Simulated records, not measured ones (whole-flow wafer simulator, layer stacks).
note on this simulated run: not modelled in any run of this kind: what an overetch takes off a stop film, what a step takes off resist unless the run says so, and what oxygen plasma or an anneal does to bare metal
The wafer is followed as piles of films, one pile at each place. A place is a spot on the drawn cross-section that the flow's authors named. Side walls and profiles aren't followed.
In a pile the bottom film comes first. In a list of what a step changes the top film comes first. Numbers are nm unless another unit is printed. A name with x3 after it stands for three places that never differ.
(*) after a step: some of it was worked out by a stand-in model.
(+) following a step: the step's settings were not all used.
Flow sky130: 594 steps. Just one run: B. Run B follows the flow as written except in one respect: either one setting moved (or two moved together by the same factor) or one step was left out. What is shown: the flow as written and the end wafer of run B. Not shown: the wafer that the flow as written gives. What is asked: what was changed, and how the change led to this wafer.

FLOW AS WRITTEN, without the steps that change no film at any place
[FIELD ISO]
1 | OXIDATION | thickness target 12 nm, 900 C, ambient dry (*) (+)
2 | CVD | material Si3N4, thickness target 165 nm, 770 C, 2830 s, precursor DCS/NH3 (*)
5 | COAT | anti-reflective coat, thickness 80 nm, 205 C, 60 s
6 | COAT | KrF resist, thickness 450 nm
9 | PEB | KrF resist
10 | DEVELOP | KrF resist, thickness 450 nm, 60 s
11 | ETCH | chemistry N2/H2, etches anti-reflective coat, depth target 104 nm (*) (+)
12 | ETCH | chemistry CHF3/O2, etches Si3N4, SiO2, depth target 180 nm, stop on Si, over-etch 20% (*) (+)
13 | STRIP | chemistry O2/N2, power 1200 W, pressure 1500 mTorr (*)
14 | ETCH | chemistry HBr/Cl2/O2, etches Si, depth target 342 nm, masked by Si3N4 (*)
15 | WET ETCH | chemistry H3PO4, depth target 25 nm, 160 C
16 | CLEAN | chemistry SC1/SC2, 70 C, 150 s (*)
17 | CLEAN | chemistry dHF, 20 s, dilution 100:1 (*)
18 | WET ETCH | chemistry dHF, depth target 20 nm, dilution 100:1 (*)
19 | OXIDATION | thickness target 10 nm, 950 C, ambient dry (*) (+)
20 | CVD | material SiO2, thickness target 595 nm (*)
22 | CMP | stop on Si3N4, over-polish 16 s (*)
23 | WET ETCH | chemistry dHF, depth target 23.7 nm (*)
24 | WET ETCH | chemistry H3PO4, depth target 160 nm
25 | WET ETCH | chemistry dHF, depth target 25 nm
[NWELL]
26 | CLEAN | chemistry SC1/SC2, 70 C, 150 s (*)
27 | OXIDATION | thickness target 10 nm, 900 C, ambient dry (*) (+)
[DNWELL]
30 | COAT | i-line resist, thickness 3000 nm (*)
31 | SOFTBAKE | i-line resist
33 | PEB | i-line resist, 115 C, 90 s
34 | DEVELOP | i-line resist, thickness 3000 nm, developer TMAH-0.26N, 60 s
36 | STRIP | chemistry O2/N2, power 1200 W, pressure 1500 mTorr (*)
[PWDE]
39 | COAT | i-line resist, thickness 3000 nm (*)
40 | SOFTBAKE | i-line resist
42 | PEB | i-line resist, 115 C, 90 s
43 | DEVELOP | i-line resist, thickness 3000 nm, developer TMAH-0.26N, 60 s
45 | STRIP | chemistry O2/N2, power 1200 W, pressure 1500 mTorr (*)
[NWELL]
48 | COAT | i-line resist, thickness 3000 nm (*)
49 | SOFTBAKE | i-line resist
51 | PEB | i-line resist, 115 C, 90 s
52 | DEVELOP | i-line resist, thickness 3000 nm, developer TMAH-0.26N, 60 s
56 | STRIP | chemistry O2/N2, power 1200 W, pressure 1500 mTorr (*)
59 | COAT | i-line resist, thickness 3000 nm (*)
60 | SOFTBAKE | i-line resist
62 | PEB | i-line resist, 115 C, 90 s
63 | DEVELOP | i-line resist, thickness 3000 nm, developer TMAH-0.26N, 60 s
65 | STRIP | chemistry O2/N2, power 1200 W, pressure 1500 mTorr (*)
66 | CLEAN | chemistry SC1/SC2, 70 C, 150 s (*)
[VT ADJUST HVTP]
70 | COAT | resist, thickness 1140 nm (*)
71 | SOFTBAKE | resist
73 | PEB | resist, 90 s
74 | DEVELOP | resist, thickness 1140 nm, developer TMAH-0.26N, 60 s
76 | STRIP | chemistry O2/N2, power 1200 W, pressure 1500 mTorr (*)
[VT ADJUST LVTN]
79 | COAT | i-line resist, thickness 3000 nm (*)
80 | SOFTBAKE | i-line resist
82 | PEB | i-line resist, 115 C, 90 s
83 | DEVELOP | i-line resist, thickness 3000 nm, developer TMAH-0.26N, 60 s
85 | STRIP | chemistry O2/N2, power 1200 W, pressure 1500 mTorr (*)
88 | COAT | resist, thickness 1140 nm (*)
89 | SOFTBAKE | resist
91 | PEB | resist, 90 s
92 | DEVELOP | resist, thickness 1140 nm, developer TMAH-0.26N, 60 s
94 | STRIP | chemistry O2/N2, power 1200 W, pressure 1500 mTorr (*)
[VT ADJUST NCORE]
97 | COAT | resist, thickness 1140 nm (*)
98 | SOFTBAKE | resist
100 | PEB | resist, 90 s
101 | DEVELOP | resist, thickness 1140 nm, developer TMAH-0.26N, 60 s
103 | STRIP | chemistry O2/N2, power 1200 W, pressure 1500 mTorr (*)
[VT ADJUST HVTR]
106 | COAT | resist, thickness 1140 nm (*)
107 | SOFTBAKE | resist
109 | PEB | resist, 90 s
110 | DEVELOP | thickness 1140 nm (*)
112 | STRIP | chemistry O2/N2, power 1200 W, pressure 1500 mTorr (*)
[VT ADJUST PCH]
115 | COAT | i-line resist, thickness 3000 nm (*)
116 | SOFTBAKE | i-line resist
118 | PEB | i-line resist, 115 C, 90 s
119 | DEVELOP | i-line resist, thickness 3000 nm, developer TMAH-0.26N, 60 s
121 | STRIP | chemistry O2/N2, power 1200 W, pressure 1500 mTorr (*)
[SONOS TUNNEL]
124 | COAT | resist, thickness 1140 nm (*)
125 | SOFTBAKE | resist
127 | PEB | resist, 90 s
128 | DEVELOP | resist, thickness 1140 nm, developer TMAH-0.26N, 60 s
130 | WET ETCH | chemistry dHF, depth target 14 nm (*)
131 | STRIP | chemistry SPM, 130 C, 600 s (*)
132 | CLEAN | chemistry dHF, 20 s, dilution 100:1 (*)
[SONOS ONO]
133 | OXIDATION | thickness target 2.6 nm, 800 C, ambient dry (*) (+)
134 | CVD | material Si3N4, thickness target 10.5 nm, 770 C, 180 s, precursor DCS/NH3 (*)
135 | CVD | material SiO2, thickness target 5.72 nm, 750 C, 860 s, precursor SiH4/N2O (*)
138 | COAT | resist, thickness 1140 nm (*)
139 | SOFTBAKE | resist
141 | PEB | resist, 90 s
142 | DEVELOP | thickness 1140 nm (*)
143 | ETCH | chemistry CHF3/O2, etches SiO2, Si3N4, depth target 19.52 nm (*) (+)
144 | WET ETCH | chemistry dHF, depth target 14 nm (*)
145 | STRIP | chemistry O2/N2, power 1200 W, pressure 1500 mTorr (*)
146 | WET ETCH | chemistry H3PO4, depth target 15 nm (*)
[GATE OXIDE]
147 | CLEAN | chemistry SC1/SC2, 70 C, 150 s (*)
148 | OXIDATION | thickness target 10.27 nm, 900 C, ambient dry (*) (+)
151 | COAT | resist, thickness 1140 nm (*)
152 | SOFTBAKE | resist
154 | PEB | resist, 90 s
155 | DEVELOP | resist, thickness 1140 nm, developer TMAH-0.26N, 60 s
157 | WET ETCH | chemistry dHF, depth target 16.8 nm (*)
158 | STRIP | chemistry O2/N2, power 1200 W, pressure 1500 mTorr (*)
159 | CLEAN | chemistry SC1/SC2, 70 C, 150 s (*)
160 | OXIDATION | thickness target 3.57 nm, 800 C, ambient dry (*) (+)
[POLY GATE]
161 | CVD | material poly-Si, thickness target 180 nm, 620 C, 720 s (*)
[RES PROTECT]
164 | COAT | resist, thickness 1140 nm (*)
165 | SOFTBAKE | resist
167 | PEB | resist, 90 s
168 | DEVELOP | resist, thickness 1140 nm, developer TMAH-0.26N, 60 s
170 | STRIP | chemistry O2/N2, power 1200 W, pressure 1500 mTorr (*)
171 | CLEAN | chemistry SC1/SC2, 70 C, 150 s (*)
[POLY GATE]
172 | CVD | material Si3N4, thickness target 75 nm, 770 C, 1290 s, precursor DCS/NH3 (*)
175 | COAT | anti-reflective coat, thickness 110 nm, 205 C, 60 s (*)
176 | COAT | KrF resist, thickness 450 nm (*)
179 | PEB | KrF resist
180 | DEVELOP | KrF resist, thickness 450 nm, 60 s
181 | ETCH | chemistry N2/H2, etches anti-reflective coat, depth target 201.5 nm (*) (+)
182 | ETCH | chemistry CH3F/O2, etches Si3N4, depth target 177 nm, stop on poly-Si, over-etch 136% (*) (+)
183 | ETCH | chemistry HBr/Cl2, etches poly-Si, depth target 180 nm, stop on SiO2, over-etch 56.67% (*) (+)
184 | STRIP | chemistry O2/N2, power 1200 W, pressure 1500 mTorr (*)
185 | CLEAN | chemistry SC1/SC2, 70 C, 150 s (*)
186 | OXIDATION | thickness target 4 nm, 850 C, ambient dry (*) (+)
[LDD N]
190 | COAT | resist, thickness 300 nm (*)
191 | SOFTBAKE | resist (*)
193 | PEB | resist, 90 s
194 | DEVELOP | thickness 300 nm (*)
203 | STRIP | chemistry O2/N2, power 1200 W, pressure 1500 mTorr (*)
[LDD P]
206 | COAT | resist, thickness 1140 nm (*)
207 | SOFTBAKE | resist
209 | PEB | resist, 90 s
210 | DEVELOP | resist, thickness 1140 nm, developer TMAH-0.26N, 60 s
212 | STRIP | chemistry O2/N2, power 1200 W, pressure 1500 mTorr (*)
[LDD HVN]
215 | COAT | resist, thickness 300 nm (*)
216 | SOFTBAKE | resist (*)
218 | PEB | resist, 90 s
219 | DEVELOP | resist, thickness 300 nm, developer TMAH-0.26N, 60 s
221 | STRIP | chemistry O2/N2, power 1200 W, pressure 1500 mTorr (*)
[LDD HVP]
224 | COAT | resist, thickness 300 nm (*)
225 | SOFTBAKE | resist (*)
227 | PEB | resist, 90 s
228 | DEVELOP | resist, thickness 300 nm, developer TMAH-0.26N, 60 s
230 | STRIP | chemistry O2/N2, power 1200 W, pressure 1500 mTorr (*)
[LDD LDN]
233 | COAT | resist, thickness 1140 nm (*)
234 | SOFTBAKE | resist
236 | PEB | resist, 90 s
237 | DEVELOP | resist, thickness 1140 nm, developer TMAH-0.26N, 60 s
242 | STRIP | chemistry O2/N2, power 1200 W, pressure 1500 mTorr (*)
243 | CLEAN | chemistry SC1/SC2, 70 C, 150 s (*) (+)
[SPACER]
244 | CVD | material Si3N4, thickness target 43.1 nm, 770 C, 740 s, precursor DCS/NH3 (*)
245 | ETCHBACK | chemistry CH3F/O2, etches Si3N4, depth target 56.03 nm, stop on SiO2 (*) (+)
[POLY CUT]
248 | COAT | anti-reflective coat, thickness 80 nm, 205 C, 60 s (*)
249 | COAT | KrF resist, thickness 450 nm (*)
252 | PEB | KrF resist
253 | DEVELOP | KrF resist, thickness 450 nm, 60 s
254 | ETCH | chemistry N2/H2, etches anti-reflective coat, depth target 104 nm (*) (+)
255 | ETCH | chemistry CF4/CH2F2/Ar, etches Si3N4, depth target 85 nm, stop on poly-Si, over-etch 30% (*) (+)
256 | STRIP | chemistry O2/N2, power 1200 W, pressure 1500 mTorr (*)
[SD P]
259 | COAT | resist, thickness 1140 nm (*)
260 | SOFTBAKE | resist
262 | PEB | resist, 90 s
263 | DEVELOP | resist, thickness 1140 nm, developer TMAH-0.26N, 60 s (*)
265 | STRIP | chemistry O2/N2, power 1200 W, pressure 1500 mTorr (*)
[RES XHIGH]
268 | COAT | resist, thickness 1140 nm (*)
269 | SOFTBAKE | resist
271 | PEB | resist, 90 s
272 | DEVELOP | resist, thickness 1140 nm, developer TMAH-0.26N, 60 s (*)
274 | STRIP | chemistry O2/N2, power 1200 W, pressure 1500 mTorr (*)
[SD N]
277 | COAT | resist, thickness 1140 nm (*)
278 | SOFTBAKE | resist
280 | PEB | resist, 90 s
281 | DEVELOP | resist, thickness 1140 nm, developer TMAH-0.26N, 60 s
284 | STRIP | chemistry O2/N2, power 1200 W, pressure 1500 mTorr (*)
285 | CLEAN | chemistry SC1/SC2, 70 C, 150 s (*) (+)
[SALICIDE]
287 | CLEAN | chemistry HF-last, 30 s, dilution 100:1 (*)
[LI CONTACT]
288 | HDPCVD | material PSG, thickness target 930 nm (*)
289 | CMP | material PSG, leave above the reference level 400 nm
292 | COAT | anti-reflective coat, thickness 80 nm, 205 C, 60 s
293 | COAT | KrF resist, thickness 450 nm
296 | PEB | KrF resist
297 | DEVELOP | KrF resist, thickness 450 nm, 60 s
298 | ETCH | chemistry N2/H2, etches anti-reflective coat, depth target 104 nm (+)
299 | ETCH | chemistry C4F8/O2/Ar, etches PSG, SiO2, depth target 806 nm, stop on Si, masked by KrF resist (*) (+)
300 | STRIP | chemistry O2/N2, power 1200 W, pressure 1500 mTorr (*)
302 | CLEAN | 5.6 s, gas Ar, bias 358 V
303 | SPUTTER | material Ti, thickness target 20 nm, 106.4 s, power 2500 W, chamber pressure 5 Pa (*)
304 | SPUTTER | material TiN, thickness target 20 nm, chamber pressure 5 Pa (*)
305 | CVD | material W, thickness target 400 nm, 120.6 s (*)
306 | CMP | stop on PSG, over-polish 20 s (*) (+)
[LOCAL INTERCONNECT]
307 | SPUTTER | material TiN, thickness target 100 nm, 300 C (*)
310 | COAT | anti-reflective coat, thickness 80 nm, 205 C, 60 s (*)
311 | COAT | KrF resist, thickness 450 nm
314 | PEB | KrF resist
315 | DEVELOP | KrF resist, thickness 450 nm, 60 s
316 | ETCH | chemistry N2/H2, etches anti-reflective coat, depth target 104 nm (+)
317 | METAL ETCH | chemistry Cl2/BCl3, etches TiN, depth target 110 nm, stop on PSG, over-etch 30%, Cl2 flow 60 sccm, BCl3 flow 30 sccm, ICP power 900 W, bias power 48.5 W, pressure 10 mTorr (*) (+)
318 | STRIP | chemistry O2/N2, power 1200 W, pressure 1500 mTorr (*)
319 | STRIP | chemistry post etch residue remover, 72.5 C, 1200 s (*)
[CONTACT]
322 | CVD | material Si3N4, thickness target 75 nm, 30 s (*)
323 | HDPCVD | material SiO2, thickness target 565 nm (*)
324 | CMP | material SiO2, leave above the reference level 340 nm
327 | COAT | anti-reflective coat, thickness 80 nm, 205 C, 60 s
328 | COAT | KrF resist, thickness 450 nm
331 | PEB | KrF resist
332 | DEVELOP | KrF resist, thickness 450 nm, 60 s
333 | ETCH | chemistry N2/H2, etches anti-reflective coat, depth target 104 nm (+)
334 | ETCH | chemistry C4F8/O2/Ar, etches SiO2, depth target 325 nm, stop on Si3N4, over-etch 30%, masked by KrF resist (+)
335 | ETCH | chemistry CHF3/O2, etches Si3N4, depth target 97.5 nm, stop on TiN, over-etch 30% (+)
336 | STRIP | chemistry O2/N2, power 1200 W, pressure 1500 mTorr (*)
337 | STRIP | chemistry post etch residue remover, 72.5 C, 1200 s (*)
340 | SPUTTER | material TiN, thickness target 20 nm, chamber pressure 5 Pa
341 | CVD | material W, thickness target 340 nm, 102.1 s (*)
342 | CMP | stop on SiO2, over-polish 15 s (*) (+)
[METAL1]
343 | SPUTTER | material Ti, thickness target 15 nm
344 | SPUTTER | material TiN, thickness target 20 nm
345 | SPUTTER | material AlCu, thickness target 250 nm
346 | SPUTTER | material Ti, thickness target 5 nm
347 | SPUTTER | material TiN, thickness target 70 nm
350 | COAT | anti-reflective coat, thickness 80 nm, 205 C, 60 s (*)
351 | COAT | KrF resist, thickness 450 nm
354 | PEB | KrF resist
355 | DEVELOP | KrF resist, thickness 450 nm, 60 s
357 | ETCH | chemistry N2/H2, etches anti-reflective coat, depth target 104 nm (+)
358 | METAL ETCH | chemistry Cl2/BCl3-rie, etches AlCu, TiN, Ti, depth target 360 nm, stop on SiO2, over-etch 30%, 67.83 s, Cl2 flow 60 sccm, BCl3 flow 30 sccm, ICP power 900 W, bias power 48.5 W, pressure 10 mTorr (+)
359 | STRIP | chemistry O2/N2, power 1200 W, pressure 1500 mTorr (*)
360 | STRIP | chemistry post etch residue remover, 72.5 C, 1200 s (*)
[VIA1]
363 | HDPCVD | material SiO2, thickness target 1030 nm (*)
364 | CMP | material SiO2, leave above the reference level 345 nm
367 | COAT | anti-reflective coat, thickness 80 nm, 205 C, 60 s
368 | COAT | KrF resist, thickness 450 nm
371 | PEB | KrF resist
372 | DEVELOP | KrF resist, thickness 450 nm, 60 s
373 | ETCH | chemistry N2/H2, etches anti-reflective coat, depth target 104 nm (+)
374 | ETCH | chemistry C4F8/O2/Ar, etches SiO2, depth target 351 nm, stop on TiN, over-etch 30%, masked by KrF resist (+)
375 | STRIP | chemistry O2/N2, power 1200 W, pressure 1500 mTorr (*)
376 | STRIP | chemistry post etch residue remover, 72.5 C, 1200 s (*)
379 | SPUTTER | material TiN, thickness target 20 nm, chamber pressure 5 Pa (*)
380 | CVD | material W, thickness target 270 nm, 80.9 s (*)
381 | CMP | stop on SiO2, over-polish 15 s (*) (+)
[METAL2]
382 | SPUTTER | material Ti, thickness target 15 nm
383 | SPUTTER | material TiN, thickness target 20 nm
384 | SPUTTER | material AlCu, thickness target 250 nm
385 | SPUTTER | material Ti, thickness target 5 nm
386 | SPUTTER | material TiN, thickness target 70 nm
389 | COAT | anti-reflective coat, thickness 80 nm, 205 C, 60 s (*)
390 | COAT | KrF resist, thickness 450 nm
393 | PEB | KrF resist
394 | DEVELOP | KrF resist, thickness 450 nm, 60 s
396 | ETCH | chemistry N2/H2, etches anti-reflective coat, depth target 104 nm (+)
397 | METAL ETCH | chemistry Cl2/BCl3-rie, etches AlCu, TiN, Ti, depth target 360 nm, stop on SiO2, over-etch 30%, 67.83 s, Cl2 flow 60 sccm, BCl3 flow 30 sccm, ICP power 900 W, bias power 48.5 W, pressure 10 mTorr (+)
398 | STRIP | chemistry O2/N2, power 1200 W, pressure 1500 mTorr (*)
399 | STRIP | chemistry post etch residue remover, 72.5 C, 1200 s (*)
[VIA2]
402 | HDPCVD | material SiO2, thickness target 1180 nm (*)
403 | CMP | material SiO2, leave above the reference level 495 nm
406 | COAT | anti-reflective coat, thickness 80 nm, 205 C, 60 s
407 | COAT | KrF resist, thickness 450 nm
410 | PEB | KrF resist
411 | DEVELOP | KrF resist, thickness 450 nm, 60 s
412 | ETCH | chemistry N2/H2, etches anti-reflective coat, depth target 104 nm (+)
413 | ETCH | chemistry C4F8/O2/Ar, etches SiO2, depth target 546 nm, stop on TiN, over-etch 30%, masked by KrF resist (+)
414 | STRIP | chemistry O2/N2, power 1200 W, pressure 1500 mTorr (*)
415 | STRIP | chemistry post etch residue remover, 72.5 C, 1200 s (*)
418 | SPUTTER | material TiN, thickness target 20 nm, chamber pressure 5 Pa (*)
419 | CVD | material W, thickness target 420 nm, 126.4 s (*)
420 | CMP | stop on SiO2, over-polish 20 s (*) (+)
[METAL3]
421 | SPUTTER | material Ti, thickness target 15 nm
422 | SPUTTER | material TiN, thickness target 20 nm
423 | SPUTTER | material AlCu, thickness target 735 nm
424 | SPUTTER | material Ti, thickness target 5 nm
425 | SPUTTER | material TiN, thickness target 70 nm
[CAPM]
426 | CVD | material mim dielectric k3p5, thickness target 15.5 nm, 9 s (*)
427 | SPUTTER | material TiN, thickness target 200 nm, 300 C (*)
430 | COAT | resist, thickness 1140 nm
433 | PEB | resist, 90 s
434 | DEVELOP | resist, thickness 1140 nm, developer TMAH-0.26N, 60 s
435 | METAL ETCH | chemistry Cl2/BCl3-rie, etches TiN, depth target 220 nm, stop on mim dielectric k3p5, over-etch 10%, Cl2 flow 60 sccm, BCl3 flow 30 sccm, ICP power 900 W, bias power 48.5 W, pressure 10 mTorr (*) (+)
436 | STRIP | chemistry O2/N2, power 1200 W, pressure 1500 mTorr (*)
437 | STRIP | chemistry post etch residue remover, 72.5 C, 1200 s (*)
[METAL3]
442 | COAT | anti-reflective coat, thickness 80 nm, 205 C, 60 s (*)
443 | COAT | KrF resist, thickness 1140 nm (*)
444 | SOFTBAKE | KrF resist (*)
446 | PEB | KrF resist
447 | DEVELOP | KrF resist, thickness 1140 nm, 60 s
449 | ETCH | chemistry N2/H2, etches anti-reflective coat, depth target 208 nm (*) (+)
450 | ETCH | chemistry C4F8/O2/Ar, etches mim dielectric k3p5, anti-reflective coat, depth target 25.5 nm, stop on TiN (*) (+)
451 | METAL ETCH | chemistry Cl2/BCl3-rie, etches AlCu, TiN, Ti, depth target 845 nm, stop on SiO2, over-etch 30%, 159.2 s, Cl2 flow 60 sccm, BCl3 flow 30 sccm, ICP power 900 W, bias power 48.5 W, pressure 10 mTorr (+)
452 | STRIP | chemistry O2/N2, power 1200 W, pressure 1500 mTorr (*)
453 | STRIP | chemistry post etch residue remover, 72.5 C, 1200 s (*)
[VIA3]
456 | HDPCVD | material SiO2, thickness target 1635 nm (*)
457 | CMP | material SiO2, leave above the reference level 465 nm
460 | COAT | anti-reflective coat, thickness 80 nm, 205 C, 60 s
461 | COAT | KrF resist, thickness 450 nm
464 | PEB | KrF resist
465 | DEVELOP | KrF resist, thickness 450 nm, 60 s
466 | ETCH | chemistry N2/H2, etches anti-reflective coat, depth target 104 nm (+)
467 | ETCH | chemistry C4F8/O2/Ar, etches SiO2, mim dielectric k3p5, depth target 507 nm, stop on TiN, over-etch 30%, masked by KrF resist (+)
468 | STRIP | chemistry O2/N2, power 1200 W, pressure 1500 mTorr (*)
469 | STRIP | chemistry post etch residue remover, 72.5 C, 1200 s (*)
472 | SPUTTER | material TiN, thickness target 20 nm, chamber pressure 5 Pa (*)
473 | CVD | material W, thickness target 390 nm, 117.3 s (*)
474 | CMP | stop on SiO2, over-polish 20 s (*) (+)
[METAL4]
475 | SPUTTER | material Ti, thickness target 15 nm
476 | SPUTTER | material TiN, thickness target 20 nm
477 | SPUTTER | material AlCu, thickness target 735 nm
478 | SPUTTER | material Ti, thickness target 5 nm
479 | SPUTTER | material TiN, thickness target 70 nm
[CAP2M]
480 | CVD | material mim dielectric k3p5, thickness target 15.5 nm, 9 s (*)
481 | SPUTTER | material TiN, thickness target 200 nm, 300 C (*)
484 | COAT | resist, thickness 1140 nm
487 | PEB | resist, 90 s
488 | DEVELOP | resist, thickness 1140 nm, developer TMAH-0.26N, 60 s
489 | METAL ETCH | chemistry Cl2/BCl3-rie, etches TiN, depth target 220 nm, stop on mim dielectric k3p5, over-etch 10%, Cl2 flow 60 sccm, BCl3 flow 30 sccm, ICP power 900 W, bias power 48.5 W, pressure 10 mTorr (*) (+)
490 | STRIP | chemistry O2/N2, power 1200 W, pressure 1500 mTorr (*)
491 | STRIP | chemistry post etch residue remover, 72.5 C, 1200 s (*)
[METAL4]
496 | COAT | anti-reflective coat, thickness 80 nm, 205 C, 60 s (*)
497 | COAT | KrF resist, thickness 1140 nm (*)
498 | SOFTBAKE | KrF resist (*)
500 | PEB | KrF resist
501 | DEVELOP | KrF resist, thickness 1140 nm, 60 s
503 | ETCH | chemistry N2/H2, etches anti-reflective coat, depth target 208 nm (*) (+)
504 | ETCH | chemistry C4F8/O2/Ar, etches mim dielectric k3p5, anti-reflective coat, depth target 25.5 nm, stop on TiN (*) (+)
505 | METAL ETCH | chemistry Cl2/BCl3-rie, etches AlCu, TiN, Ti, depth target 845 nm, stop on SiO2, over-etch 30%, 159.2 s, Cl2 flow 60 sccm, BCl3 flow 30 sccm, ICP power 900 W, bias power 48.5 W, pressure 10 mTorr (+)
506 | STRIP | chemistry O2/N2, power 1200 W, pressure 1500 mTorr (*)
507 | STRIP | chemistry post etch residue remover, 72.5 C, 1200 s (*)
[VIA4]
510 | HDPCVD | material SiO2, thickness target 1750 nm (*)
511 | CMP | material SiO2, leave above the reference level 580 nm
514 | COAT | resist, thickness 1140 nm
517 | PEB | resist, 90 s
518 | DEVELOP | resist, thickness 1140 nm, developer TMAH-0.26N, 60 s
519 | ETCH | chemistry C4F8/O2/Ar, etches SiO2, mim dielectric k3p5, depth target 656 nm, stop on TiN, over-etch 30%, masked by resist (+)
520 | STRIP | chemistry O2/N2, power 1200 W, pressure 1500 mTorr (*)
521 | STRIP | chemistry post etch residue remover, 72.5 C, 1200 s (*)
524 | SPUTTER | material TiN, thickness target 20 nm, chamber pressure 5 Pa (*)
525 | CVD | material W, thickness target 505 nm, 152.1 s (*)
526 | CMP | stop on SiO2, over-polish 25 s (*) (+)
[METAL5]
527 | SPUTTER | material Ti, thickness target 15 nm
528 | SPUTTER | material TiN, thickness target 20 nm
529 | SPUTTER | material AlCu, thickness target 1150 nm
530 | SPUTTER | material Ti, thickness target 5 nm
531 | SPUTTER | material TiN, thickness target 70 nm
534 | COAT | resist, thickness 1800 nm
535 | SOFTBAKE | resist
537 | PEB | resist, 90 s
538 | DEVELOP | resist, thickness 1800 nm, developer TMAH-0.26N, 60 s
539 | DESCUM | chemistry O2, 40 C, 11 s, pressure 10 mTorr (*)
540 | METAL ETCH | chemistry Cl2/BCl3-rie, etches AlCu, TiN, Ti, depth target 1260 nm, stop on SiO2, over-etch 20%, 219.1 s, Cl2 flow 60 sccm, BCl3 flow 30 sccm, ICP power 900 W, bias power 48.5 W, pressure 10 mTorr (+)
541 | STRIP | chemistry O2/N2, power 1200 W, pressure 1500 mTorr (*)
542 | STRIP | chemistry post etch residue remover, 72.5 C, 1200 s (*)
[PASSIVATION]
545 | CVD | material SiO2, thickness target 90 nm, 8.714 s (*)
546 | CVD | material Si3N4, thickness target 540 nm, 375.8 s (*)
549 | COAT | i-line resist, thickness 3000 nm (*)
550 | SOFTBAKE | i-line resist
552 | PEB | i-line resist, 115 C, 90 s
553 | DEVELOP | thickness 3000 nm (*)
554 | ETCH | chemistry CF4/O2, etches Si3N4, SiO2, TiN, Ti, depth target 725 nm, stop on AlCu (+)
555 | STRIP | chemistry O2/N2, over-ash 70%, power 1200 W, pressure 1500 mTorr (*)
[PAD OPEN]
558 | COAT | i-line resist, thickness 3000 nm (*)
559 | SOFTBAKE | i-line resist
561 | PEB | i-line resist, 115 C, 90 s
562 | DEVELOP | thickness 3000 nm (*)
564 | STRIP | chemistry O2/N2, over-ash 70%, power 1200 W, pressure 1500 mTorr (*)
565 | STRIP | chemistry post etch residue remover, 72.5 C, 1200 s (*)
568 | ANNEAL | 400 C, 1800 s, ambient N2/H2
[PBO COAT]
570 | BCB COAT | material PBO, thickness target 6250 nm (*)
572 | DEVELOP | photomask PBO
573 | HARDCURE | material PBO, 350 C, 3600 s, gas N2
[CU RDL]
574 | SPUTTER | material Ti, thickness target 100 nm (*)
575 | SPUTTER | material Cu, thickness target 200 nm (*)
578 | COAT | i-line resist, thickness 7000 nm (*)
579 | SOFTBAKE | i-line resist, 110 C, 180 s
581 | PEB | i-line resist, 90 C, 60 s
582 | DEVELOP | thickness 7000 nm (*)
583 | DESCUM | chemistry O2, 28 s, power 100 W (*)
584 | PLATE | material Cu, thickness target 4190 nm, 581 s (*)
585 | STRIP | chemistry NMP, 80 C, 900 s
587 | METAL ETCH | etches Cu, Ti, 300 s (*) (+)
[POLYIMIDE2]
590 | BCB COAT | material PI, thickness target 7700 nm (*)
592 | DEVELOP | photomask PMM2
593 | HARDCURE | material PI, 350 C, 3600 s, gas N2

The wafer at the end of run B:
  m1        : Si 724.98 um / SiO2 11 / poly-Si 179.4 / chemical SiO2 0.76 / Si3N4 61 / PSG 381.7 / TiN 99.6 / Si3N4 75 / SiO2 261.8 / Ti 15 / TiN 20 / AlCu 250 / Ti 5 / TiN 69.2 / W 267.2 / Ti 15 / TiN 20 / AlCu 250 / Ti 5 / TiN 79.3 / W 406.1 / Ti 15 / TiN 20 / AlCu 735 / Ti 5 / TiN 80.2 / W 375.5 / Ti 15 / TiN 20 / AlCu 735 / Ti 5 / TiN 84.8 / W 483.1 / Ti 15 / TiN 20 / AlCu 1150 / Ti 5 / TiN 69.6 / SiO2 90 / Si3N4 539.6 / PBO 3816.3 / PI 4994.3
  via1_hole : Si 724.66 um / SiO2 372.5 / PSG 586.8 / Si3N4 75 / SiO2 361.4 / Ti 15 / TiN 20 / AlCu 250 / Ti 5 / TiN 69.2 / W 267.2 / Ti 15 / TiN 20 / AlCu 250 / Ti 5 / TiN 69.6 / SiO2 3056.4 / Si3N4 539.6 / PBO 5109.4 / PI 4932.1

What caused this: step 379, SPUTTER: material TiN, thickness target 20 nm, chamber pressure 5 Pa (*), was not run.

The path from the change to this, step by step:
  381 | CMP | stop on SiO2, over-polish 15 s (*) (+)
      field, active, n_well and 186 more: -270 W (all of it), -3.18 SiO2 (as written it would have been: -270 W (all of it), -20 TiN (all of it), -3.18 SiO2)
      m1, via1_hole: -273.6 W (as written it would have been: -293.6 W)
